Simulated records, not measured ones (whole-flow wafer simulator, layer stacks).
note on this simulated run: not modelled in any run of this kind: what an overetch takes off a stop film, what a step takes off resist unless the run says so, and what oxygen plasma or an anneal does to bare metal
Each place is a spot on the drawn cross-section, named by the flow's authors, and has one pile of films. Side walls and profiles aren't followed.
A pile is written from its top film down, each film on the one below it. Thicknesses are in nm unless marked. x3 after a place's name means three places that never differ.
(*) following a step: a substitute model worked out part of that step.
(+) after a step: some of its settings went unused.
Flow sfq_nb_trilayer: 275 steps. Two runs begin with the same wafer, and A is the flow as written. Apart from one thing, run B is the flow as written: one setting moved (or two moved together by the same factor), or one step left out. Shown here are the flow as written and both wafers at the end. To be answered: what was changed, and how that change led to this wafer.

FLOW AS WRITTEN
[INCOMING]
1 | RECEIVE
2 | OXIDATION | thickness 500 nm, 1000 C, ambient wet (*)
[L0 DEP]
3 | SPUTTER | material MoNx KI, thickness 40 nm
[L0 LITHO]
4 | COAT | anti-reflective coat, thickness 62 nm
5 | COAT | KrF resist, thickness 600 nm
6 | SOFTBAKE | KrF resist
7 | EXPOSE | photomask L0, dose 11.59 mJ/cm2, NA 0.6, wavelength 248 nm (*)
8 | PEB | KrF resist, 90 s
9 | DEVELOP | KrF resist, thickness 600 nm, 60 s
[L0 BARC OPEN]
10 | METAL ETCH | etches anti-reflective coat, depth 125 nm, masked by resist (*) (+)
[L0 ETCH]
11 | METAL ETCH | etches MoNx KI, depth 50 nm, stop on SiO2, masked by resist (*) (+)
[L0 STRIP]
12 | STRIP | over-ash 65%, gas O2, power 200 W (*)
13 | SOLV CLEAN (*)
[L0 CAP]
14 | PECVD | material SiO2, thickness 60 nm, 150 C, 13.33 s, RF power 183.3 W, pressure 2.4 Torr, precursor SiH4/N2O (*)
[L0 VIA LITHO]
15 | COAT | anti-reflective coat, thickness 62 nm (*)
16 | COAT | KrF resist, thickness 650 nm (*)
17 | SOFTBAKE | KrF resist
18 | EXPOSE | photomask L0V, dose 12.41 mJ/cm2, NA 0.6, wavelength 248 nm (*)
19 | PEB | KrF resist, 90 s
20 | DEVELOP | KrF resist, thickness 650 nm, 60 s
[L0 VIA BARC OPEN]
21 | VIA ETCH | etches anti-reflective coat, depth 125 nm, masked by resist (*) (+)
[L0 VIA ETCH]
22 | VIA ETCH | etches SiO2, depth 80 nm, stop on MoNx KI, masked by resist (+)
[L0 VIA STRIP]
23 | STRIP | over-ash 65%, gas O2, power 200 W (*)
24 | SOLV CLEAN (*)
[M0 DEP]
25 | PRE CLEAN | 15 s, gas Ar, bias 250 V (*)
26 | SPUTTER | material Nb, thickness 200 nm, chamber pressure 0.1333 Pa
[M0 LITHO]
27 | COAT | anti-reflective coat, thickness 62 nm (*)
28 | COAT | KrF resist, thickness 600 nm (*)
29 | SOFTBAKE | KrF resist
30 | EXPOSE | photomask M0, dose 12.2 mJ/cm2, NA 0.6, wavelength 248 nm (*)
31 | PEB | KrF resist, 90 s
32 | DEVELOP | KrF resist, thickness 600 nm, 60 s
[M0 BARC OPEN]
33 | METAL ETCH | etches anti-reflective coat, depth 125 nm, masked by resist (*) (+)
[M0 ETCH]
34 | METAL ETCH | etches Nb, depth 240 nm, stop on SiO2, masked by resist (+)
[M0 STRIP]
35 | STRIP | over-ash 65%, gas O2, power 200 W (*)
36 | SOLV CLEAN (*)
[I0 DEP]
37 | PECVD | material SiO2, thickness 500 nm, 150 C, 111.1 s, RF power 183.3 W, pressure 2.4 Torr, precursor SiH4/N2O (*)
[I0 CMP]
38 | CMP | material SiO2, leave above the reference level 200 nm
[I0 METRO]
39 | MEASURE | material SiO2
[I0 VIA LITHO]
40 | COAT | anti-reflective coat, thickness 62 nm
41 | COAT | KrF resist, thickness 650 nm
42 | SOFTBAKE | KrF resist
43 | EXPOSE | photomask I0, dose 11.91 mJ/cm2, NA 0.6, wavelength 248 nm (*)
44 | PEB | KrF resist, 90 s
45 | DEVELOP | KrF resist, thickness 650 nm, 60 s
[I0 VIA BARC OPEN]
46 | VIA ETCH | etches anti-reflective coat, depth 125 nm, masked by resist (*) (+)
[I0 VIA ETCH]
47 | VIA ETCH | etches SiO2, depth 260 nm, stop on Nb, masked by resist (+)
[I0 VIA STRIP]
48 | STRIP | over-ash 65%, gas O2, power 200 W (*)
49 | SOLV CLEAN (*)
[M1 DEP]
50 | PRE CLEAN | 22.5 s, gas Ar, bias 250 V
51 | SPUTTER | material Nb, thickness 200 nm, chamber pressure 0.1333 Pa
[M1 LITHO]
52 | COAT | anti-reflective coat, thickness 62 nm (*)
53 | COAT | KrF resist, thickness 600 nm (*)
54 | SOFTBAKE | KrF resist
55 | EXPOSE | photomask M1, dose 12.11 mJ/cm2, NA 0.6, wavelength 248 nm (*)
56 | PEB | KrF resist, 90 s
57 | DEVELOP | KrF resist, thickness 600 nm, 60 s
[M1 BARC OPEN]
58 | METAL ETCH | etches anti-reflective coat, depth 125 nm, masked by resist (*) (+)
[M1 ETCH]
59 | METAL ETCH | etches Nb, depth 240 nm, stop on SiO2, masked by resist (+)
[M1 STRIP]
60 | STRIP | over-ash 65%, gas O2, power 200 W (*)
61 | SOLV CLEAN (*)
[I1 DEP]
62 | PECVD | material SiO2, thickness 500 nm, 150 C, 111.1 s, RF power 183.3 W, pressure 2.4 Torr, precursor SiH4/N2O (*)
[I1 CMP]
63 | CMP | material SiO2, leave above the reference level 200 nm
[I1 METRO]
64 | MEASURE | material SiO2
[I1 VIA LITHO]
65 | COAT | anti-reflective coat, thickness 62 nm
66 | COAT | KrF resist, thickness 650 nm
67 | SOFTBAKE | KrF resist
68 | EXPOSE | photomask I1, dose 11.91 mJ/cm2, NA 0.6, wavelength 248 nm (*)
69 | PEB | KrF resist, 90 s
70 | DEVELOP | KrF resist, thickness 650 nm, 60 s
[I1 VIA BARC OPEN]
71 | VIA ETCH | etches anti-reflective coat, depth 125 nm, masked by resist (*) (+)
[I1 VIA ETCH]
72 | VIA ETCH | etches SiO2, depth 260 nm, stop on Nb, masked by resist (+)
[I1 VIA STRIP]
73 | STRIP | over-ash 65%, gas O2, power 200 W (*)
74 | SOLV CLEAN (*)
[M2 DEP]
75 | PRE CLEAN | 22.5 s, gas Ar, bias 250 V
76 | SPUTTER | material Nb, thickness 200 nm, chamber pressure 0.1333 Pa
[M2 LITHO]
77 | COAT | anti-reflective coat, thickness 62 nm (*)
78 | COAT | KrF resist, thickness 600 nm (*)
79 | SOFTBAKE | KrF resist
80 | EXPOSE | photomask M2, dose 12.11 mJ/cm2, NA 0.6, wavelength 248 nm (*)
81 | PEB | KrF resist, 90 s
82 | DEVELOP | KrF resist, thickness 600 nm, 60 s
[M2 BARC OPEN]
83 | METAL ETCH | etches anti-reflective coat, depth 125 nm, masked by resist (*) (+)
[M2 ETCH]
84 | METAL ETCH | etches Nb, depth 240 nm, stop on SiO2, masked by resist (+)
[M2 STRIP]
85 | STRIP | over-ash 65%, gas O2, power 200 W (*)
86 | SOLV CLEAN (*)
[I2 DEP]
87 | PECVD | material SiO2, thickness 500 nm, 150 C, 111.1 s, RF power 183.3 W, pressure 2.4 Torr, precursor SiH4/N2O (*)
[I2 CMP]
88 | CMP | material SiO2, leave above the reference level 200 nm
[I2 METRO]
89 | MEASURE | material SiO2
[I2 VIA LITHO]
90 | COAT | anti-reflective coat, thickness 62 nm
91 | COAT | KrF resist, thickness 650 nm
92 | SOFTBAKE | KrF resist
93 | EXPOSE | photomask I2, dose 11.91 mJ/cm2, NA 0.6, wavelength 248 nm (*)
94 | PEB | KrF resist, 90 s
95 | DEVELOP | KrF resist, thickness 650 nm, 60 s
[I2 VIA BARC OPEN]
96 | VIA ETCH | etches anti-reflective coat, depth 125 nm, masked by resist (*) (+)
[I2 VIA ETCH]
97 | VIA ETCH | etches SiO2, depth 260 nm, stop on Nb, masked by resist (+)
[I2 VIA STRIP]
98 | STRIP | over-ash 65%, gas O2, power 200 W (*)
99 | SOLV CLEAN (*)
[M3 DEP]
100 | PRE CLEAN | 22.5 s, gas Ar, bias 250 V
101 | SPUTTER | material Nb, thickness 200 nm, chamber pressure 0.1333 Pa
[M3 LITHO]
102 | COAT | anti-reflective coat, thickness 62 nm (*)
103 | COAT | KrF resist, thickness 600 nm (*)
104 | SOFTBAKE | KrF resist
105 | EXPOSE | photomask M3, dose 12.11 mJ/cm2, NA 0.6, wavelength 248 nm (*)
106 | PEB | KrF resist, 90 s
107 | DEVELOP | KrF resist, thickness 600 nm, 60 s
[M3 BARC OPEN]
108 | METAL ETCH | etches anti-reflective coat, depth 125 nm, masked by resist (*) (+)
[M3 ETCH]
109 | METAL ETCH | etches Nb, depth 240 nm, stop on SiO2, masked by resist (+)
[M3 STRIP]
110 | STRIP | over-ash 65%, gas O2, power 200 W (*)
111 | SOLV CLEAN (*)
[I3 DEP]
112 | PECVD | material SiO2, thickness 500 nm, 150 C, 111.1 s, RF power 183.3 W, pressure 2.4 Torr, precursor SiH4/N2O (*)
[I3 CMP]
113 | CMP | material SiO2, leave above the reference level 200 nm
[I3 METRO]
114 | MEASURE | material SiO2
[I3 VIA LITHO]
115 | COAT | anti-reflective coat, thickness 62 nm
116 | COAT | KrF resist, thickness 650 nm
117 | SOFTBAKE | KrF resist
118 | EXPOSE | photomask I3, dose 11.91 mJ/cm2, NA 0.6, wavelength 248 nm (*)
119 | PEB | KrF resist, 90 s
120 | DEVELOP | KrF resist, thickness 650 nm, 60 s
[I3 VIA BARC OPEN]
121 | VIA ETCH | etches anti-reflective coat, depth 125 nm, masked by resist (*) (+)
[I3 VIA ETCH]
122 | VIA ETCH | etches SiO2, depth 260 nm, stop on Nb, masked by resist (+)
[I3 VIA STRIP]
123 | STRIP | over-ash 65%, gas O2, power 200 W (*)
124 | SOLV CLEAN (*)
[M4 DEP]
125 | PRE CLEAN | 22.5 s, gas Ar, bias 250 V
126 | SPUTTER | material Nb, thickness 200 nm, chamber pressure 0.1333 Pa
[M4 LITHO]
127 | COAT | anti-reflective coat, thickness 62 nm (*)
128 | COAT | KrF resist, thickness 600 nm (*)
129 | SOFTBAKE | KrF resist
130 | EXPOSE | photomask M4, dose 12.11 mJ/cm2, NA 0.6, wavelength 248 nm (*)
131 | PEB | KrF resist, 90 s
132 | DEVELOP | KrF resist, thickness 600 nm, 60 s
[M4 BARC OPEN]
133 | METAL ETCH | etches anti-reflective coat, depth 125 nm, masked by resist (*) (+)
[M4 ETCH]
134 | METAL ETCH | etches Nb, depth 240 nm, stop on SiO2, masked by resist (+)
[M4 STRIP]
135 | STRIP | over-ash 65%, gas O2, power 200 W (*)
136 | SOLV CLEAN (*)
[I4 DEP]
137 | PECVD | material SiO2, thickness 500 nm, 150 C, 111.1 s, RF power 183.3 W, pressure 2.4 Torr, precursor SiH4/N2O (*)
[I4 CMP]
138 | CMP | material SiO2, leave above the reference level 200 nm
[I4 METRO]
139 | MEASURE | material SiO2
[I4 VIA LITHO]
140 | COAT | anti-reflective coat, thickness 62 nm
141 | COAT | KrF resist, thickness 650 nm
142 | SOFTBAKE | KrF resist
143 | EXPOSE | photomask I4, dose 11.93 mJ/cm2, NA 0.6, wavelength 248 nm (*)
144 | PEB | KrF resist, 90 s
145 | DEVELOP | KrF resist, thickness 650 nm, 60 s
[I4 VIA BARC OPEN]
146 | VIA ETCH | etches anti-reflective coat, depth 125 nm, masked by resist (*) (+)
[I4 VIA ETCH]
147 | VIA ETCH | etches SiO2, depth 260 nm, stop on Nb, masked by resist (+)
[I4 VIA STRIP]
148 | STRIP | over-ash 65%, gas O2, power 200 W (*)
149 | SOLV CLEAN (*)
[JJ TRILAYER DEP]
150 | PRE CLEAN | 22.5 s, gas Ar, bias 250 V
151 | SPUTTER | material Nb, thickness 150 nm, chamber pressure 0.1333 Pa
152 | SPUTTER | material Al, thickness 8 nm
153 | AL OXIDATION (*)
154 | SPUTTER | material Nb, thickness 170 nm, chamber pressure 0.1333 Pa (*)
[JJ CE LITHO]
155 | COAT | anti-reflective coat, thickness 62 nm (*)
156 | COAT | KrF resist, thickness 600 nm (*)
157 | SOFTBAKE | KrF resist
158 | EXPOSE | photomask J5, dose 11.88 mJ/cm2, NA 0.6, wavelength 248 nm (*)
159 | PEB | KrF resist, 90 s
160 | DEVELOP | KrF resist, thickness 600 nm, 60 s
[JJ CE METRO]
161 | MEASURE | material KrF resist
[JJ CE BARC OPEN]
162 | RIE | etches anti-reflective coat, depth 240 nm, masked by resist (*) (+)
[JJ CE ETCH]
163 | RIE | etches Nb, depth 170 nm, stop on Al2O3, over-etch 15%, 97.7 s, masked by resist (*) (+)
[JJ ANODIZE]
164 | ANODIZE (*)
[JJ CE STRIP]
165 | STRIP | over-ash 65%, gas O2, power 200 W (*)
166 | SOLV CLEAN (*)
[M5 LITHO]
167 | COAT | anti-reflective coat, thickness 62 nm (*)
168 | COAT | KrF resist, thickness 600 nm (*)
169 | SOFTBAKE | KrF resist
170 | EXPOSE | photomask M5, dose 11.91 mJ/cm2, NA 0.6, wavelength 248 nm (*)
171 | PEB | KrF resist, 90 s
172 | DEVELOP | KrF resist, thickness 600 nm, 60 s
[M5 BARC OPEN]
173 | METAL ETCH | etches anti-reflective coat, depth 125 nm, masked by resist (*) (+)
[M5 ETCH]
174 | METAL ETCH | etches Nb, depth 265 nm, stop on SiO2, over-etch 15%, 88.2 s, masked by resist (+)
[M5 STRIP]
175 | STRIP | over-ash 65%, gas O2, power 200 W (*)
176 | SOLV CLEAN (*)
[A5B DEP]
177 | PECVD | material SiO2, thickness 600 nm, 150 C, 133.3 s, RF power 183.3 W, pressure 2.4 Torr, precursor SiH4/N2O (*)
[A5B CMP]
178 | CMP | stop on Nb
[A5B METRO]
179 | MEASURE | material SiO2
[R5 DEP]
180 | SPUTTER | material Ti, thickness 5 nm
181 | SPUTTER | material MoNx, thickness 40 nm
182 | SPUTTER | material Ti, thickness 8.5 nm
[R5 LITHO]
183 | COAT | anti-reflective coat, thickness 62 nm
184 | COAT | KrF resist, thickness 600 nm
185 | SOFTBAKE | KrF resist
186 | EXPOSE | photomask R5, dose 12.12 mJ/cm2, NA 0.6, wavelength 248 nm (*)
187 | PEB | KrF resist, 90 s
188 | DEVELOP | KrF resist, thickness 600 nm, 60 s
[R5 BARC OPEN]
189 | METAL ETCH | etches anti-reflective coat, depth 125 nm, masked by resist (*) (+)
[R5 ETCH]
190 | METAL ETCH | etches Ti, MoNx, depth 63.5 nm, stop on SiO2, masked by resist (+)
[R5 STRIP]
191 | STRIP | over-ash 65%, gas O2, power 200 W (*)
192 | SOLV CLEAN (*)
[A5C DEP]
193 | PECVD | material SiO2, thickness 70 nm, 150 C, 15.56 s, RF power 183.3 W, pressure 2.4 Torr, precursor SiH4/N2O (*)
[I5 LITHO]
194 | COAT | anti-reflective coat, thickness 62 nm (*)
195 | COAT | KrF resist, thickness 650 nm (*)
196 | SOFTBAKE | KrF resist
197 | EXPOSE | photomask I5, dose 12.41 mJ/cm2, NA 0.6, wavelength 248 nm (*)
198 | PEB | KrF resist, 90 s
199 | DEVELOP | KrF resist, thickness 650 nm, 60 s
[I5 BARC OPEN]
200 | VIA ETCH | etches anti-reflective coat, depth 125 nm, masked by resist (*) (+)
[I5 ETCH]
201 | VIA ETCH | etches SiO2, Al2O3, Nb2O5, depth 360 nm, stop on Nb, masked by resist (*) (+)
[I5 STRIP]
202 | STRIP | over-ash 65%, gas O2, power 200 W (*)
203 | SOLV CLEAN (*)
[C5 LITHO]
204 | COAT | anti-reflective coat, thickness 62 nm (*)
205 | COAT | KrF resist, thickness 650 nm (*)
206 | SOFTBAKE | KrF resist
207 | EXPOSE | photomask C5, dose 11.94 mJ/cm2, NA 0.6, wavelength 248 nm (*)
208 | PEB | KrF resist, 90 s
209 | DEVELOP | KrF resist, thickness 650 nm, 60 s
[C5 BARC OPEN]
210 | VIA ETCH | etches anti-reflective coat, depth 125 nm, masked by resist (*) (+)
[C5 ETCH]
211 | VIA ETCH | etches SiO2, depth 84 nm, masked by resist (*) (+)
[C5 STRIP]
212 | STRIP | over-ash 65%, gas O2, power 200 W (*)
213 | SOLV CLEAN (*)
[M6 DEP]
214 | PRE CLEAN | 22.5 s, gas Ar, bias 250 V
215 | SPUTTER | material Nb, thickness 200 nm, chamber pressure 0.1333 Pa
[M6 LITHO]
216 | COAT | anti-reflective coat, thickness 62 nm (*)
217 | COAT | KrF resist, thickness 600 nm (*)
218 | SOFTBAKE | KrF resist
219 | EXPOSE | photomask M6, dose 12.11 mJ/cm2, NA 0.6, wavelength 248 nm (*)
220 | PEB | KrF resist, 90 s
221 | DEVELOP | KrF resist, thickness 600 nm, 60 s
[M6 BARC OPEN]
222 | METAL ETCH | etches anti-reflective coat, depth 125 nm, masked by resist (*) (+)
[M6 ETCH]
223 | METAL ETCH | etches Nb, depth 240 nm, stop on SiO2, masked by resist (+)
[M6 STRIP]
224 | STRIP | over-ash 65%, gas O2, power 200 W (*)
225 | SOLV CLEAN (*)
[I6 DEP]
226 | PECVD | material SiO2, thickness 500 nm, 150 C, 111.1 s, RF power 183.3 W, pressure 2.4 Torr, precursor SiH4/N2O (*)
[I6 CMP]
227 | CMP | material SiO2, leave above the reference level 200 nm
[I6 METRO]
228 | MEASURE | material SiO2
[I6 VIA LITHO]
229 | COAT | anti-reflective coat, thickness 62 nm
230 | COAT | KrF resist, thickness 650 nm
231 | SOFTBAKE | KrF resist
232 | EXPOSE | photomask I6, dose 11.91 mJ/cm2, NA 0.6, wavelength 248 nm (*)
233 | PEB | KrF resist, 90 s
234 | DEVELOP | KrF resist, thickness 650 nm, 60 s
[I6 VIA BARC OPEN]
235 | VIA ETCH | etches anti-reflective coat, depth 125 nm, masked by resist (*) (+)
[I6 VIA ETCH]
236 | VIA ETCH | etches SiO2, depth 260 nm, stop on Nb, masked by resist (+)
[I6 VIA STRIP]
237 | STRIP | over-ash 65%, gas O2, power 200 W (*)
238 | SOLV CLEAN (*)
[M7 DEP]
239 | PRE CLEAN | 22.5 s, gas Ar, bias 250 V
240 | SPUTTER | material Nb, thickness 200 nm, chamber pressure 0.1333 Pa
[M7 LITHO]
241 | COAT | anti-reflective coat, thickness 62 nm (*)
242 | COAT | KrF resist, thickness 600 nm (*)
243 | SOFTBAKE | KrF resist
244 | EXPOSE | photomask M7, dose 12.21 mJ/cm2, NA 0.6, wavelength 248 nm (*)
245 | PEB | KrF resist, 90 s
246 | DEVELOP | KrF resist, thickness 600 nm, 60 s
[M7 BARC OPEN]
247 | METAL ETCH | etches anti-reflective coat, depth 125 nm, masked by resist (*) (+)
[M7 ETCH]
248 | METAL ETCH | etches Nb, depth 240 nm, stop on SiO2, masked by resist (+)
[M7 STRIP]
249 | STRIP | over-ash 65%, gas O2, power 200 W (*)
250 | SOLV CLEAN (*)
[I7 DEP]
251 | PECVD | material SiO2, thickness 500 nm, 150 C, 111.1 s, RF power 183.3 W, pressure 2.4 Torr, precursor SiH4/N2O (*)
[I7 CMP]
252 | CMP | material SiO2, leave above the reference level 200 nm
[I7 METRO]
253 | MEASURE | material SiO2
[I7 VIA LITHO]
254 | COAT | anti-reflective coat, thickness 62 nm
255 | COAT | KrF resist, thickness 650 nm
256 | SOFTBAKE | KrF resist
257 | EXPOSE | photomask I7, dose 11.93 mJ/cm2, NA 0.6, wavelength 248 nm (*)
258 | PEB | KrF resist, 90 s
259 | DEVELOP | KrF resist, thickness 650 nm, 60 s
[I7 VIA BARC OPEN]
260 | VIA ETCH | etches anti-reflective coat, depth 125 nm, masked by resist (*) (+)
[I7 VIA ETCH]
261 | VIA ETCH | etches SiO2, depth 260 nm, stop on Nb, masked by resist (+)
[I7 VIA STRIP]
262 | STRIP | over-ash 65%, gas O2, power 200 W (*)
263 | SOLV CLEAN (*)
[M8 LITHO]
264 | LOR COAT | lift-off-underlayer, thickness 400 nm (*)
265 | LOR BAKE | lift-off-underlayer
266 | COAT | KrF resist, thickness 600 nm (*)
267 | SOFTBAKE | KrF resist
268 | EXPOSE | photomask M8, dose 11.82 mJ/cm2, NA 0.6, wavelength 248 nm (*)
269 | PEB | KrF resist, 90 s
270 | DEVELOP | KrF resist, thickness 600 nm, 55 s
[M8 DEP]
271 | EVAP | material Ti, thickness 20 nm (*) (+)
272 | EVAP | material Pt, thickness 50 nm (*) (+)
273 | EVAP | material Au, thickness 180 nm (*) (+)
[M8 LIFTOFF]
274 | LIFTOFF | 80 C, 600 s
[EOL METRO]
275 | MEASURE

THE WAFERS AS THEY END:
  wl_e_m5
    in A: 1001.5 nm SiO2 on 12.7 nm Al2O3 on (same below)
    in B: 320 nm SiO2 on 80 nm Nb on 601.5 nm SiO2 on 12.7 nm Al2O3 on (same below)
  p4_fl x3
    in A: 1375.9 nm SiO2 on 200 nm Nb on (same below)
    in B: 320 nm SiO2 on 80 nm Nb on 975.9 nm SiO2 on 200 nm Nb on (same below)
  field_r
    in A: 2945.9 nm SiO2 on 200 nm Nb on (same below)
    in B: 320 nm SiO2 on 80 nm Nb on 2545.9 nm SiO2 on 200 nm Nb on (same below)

The reason: step 248, METAL ETCH: depth 120 nm was run, whereas the flow has depth 240 nm.

The path from the change to this, step by step:
  248 | METAL ETCH | etches Nb, depth 240 nm, stop on SiO2, masked by resist (+)
      field_l, field_r, lsp_l and 62 more: A -200 Nb (all of it) | B -120 Nb
      v_sur, via_wl, via_w and 38 more: A -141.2 KrF resist | B -70.6 KrF resist
  249 | STRIP | over-ash 65%, gas O2, power 200 W (*)
      wl_j_sl, wl_jj, wl_j_sr and 14 more: A -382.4 KrF resist (all of it), -62 anti-reflective coat (all of it) | B -453 KrF resist (all of it), -62 anti-reflective coat (all of it)
      ln_m5, lsp_m, ln_m6, lsp_r: A -381.9 KrF resist (all of it), -61.8 anti-reflective coat (all of it) | B -452.5 KrF resist (all of it), -61.8 anti-reflective coat (all of it)
      (also at 20 further places)
  251 | PECVD | material SiO2, thickness 500 nm, 150 C, 111.1 s, RF power 183.3 W, pressure 2.4 Torr, precursor SiH4/N2O (*)
      field_l, p4_fl x3, p4_w1 x9 and 46 more: A +500 SiO2 | B +500 SiO2 (new film)
      field_r, lsp_l: A +477.7 SiO2 | B +486.6 SiO2 (new film)
      (also at 4 further places)
  252 | CMP | material SiO2, leave above the reference level 200 nm
      field_l, p4_fl x3, p4_w1 x9 and 46 more: A -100 SiO2 | B -180 SiO2
      field_r, lsp_l: A -77.7 SiO2 | B -166.6 SiO2
      (also at 4 further places)
Taking metal films that touch as one body, wl_e_m5 has 7 bodies (between them, from the top down: SiO2 601.5 / Al2O3 12.7 / Nb2O5 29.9; SiO2 192.5; SiO2 192.5; SiO2 192.5; SiO2 192.5; SiO2 192.5); the flow as written gives 6 bodies (between them, from the top down: SiO2 192.5; SiO2 192.5; SiO2 192.5; SiO2 192.5; SiO2 192.5).
Taking metal films that touch as one body, p4_fl x3 has 3 bodies (between them, from the top down: SiO2 975.9; SiO2 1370); the flow as written gives 2 bodies (between them, from the top down: SiO2 1370).
Taking metal films that touch as one body, field_r has 2 bodies (between them, from the top down: SiO2 2545.9); the flow as written gives 1 body.
